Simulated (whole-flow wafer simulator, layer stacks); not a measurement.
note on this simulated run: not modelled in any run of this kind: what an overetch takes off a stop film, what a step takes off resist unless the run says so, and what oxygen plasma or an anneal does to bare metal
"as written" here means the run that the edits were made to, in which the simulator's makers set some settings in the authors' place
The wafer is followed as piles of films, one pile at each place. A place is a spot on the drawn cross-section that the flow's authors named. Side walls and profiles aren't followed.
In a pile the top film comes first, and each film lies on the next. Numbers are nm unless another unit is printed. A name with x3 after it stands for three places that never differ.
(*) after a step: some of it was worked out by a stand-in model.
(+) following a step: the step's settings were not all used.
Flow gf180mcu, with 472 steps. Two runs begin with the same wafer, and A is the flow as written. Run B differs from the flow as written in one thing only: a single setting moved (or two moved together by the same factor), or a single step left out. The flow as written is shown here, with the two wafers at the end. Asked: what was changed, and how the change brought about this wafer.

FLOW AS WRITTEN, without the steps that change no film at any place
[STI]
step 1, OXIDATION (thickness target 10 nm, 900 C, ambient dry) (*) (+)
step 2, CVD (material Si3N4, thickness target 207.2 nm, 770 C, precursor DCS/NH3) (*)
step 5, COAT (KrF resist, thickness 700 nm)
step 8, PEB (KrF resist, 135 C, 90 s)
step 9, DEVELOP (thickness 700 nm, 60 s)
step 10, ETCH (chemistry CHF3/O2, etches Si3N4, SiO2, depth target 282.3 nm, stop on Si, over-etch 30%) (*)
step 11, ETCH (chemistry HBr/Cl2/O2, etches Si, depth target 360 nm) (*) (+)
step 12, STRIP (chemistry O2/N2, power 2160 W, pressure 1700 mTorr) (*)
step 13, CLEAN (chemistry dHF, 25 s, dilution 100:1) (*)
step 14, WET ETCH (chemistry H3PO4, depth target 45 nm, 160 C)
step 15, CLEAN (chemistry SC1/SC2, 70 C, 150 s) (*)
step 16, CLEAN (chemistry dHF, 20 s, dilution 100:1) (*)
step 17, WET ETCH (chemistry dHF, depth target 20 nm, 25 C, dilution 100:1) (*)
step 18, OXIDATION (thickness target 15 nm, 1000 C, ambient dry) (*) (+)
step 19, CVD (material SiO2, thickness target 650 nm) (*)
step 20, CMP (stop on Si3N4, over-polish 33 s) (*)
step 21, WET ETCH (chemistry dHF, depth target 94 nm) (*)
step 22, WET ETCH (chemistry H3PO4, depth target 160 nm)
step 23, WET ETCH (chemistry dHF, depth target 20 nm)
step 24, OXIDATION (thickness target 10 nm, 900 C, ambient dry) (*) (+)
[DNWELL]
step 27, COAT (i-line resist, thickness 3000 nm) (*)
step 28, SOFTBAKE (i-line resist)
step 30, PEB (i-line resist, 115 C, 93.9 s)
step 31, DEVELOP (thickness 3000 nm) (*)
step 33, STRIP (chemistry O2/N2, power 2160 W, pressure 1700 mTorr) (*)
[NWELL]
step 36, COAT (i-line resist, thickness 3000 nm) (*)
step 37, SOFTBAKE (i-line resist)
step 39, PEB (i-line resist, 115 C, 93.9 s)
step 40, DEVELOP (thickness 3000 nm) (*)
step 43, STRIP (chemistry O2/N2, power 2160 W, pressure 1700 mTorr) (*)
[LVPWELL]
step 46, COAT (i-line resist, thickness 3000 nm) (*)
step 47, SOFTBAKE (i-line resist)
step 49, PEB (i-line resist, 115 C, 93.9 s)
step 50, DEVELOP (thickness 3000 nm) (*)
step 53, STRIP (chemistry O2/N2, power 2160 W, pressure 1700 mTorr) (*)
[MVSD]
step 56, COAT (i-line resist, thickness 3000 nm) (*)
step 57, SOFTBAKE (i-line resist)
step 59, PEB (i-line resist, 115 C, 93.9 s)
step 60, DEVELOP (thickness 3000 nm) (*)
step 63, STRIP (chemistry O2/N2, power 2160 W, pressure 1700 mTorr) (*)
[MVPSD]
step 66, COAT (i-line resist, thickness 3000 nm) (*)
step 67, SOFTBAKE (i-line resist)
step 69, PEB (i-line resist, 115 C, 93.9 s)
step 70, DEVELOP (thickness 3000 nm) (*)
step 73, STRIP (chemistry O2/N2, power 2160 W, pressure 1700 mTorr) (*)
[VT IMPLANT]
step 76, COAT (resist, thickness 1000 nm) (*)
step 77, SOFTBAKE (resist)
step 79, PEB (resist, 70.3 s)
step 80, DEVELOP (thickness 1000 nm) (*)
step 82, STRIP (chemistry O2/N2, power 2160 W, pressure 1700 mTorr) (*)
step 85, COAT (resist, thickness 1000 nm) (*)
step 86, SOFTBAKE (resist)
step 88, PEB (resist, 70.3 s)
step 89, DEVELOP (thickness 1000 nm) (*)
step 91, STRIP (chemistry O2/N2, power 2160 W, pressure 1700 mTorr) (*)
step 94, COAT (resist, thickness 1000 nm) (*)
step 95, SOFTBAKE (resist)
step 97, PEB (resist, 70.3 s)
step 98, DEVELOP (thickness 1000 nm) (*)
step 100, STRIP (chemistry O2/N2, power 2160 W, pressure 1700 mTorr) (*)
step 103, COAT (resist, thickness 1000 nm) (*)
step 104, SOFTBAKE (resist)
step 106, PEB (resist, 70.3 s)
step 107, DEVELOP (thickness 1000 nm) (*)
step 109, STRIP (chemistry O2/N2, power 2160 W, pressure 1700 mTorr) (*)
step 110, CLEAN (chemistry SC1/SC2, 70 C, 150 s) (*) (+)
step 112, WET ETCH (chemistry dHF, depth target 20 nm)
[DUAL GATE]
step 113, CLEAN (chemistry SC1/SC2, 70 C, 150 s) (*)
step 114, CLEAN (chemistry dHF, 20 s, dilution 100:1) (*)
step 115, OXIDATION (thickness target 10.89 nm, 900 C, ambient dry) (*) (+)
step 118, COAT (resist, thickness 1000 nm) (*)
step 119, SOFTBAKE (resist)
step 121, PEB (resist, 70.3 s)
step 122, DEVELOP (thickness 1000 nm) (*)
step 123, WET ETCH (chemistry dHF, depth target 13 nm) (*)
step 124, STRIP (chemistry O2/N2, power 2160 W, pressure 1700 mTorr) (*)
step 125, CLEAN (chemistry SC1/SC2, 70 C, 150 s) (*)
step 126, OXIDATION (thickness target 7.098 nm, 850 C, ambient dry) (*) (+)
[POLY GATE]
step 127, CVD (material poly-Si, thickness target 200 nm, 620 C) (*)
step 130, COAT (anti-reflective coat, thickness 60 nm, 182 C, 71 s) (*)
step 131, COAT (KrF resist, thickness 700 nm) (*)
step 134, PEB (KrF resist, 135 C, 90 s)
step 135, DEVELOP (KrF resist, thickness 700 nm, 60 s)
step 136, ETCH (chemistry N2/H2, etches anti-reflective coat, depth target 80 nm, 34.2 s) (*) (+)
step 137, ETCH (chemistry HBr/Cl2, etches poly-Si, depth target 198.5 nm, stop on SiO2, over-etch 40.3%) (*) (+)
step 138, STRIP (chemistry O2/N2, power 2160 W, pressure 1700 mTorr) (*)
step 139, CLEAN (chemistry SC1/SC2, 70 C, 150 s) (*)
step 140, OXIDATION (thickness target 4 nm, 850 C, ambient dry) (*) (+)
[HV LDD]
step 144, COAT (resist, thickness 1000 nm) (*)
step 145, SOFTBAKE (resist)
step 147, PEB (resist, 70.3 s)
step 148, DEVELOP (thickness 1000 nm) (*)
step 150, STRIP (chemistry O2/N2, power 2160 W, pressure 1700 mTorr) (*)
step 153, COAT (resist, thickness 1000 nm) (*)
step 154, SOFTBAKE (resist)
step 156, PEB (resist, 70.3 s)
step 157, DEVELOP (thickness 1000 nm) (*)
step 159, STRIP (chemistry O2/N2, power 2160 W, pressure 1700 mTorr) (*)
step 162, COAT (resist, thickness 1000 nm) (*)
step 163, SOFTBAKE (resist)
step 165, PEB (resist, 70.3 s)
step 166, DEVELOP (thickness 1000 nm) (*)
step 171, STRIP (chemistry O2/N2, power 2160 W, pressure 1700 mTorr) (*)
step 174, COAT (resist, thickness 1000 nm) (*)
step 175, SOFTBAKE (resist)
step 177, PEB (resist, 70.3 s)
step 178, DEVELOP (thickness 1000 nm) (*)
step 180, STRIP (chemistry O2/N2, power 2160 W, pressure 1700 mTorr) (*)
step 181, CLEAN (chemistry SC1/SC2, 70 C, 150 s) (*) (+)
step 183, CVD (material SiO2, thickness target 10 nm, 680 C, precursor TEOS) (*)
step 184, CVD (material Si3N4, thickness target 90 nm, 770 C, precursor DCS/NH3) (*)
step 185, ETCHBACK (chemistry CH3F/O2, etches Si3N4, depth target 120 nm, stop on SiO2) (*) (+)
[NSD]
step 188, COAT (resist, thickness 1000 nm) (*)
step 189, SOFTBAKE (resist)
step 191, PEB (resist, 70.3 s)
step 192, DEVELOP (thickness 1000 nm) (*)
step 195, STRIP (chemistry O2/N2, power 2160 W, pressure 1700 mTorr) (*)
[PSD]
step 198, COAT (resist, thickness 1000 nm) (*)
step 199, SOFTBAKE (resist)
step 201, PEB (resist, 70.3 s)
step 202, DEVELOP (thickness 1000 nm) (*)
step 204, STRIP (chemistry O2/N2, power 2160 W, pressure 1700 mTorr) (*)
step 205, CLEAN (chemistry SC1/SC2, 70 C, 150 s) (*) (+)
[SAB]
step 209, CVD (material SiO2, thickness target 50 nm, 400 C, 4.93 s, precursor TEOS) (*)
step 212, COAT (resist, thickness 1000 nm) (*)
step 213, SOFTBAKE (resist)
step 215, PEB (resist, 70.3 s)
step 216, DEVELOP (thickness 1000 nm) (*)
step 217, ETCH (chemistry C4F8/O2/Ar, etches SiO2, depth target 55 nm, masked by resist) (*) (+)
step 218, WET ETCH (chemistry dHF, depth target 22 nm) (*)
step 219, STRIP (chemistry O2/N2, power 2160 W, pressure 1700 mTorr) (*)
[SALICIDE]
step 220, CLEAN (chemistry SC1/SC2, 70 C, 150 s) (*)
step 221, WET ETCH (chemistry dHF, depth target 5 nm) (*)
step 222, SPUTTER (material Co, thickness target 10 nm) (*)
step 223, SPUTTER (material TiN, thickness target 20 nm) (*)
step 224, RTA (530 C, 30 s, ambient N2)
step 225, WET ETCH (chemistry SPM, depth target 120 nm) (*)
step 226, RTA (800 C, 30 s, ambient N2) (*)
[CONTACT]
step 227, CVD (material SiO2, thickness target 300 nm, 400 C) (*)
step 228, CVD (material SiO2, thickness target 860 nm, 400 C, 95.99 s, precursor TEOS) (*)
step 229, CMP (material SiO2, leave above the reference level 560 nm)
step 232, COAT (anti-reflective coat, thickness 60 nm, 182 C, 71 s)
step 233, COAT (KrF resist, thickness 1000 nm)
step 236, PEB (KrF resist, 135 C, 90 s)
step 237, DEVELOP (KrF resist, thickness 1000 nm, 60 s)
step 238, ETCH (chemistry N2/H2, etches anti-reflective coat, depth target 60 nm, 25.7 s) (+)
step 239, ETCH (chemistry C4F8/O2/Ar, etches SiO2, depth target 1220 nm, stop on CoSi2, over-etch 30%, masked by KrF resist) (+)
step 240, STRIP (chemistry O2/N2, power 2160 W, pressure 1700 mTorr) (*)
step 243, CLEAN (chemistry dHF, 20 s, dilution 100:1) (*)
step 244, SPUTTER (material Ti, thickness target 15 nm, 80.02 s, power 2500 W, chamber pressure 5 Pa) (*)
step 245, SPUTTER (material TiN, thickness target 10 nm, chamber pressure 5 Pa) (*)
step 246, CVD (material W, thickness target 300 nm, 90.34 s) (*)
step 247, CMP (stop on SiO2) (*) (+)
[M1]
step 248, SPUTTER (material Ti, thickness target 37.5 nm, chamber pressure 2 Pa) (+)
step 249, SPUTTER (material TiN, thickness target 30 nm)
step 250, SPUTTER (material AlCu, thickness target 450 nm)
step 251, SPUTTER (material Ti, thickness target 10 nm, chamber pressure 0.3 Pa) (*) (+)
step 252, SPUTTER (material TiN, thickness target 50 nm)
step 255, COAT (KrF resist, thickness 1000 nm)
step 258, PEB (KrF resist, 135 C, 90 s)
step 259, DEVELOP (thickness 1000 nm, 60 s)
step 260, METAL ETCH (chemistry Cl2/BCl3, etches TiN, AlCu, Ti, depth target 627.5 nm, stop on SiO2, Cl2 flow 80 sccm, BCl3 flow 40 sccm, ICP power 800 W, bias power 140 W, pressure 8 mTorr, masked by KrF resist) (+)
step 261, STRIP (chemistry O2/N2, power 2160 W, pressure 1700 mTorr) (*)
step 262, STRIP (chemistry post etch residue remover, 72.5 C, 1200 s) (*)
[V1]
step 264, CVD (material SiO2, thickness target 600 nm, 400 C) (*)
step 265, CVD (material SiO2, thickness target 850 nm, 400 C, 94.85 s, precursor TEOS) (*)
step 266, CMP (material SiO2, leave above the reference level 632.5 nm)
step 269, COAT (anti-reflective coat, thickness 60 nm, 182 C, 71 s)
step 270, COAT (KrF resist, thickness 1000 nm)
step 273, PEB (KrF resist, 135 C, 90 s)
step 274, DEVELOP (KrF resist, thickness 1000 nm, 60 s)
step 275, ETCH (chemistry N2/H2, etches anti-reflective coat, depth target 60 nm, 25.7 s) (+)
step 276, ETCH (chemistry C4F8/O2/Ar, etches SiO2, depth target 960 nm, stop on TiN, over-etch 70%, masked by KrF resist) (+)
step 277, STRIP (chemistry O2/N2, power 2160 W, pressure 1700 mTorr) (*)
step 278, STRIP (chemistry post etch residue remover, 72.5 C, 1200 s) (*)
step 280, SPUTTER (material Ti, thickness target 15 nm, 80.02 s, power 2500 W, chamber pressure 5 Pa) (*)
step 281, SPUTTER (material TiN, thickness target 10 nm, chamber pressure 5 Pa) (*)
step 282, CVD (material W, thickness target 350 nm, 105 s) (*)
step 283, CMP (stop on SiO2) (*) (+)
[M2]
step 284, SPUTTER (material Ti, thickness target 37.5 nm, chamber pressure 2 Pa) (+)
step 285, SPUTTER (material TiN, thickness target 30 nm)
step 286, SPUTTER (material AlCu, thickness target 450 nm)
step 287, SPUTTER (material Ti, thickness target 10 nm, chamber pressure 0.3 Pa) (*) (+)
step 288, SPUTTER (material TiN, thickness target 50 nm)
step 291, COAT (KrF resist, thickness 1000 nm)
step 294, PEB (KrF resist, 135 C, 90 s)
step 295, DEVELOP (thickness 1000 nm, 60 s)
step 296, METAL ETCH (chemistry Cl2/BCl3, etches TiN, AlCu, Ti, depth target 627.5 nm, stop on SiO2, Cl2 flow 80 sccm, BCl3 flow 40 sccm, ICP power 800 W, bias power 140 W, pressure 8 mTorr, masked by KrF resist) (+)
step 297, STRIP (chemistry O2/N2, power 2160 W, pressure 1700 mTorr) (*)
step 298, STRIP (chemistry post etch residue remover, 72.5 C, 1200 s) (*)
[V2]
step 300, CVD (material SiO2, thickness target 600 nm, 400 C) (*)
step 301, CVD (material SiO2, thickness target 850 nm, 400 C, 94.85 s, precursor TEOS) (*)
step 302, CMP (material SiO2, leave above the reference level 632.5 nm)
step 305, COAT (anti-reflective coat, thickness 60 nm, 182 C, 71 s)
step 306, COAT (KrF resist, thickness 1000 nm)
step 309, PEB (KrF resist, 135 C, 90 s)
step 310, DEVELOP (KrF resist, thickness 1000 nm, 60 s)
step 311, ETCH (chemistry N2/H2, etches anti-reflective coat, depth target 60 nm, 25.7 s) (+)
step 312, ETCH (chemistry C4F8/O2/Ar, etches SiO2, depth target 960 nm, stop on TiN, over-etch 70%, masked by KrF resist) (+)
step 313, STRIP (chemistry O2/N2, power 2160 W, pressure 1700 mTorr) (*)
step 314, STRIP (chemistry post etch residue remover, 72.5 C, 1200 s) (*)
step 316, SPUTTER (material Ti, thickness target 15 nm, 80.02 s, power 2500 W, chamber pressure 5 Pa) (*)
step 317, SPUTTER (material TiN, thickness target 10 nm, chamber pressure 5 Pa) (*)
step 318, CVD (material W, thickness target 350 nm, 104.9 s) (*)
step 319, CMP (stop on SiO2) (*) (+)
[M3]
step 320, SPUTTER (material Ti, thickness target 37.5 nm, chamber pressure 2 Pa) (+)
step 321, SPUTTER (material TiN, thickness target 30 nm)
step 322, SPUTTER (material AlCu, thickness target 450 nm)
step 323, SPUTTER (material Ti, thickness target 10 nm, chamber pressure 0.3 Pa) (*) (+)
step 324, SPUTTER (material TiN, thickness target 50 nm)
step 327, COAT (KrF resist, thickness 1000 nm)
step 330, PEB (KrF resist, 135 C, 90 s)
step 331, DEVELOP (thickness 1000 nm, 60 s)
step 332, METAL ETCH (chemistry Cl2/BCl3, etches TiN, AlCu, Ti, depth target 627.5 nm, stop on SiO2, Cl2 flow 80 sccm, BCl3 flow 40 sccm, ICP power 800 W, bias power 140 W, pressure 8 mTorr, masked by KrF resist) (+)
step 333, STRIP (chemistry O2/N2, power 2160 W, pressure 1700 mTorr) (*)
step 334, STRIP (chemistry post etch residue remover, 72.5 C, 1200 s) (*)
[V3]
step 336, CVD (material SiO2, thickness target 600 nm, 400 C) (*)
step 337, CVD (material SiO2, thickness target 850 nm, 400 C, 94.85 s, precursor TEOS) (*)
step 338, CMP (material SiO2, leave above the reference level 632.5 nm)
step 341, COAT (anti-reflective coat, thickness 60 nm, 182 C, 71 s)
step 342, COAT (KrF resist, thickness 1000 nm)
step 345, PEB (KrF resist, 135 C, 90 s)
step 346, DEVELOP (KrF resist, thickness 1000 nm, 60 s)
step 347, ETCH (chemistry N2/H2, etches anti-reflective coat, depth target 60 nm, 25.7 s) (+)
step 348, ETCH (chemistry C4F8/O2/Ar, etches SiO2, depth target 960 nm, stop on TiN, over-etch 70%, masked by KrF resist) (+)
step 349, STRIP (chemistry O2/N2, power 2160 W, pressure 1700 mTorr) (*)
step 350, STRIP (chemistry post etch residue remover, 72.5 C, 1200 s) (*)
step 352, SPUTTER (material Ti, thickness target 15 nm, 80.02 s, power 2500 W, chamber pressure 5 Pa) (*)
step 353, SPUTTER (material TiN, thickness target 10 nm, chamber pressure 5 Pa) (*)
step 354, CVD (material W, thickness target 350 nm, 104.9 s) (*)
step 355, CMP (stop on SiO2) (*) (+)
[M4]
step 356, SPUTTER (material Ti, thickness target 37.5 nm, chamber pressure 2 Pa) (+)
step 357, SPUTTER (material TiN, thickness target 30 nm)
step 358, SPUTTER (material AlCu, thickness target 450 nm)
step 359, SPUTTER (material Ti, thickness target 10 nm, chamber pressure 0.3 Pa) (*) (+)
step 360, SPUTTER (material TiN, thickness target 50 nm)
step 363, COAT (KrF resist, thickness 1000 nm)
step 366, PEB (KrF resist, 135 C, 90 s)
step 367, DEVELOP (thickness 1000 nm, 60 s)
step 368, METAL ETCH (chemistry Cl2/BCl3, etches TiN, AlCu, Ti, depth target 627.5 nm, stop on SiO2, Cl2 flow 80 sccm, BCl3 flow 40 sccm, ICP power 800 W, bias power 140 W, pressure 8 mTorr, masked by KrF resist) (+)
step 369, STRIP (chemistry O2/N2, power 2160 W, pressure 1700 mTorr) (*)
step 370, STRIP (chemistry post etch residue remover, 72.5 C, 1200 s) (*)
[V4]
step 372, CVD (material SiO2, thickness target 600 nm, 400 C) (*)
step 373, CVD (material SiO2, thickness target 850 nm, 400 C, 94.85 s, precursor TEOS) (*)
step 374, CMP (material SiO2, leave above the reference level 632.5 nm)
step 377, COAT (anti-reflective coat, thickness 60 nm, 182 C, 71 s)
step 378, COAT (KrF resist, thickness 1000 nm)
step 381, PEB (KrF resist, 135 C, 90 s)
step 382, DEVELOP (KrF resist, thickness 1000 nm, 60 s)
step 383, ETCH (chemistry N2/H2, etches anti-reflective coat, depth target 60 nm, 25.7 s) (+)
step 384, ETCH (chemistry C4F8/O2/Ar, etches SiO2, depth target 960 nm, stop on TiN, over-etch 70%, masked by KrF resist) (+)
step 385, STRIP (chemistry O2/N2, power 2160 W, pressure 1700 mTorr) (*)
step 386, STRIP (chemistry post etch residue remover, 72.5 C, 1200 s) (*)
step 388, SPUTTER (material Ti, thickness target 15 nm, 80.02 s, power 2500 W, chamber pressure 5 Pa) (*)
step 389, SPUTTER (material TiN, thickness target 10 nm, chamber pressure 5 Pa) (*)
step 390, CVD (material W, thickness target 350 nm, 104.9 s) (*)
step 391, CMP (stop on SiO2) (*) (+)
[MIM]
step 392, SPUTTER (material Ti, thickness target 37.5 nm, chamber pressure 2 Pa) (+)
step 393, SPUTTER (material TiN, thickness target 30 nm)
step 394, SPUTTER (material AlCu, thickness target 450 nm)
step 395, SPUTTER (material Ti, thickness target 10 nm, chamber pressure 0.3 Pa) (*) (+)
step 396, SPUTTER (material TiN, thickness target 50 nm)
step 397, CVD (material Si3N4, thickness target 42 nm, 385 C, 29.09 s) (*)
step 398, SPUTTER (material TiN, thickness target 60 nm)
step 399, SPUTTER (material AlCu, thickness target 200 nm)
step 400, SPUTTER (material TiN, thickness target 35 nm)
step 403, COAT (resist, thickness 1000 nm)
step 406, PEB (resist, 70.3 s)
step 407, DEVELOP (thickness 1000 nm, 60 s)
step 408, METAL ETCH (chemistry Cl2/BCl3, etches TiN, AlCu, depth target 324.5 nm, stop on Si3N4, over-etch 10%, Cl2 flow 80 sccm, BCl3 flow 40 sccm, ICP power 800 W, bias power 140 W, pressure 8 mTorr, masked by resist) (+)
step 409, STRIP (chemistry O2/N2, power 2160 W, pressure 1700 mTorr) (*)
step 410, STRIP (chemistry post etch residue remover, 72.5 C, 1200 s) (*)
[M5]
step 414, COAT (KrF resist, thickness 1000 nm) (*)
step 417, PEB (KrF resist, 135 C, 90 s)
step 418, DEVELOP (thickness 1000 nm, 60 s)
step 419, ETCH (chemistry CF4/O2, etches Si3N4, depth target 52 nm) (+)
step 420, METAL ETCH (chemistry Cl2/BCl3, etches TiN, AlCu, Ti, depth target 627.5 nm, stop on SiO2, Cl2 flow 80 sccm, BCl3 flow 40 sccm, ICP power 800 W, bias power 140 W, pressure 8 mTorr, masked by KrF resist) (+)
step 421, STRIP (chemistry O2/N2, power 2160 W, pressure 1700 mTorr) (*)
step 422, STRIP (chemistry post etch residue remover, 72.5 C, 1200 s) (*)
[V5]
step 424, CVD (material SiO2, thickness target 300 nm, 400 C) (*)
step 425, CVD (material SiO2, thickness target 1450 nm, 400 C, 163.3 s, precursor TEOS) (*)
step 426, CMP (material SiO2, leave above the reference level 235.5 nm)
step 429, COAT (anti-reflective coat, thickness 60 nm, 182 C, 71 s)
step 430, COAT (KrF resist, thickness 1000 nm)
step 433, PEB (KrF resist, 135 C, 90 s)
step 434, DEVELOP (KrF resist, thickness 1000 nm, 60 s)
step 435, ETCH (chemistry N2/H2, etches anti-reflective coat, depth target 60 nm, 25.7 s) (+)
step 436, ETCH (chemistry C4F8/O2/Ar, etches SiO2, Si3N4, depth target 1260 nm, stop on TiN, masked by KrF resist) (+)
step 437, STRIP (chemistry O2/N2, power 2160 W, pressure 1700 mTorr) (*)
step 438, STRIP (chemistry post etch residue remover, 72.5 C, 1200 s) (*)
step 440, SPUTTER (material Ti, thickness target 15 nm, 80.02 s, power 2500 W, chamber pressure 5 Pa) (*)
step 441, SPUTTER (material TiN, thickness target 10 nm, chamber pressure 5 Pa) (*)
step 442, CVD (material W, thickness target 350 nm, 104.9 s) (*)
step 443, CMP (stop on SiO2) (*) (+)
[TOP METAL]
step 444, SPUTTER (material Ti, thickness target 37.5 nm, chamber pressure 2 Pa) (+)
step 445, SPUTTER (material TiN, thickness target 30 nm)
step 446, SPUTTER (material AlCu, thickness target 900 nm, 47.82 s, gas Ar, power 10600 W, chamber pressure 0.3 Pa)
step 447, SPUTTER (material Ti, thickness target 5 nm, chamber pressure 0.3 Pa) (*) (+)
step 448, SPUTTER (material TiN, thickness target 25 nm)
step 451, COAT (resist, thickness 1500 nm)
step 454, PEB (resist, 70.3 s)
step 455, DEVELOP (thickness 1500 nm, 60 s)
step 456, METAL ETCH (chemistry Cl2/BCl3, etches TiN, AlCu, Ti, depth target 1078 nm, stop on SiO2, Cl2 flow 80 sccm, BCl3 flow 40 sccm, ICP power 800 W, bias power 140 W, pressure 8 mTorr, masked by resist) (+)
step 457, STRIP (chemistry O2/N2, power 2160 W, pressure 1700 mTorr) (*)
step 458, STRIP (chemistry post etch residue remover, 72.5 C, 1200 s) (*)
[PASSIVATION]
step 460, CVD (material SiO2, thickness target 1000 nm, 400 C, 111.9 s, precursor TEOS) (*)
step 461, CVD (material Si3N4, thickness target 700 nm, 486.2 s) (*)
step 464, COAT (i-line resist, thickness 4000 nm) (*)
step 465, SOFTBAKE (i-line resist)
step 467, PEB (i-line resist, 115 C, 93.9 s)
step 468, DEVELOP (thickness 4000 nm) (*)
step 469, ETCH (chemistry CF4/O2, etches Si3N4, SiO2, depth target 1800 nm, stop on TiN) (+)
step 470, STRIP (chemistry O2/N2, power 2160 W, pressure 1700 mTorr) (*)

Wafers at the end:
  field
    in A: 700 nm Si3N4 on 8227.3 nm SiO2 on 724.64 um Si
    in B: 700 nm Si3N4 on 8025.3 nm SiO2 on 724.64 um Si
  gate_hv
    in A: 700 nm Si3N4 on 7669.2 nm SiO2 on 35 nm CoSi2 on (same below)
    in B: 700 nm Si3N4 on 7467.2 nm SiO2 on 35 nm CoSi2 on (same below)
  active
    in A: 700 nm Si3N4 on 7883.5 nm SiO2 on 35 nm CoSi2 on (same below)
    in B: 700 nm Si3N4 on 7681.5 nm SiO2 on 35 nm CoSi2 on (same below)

Cause: step 358, SPUTTER: thickness target 248 nm was run, while the flow as written has thickness target 450 nm.

The path from the change to this, step by step:
  step 358, SPUTTER (material AlCu, thickness target 450 nm)
      field, field__w1, field__w2 and 108 more: A AlCu gains 450 (new film) | B AlCu gains 248 (new film)
  step 368, METAL ETCH (chemistry Cl2/BCl3, etches TiN, AlCu, Ti, depth target 627.5 nm, stop on SiO2, Cl2 flow 80 sccm, BCl3 flow 40 sccm, ICP power 800 W, bias power 140 W, pressure 8 mTorr, masked by KrF resist) (+)
      field, field__w1, field__w2 and 103 more: A TiN loses 50 (all of it), Ti loses 10 (all of it), AlCu loses 450 (all of it), TiN loses 30 (all of it), Ti loses 37.5 (all of it) | B TiN loses 50 (all of it), Ti loses 10 (all of it), AlCu loses 248 (all of it), TiN loses 30 (all of it), Ti loses 37.5 (all of it)
      field__w8, contact, m1, m1__w1, m1_nw: A KrF resist loses 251 | B KrF resist loses 225.3
  step 369, STRIP (chemistry O2/N2, power 2160 W, pressure 1700 mTorr) (*)
      field__w8, contact, m1, m1__w1, m1_nw: A KrF resist loses 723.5 (all of it) | B KrF resist loses 749.2 (all of it)
  step 374, CMP (material SiO2, leave above the reference level 632.5 nm)
      field, field__w1, field__w2 and 103 more: A SiO2 loses 300 | B SiO2 loses 502
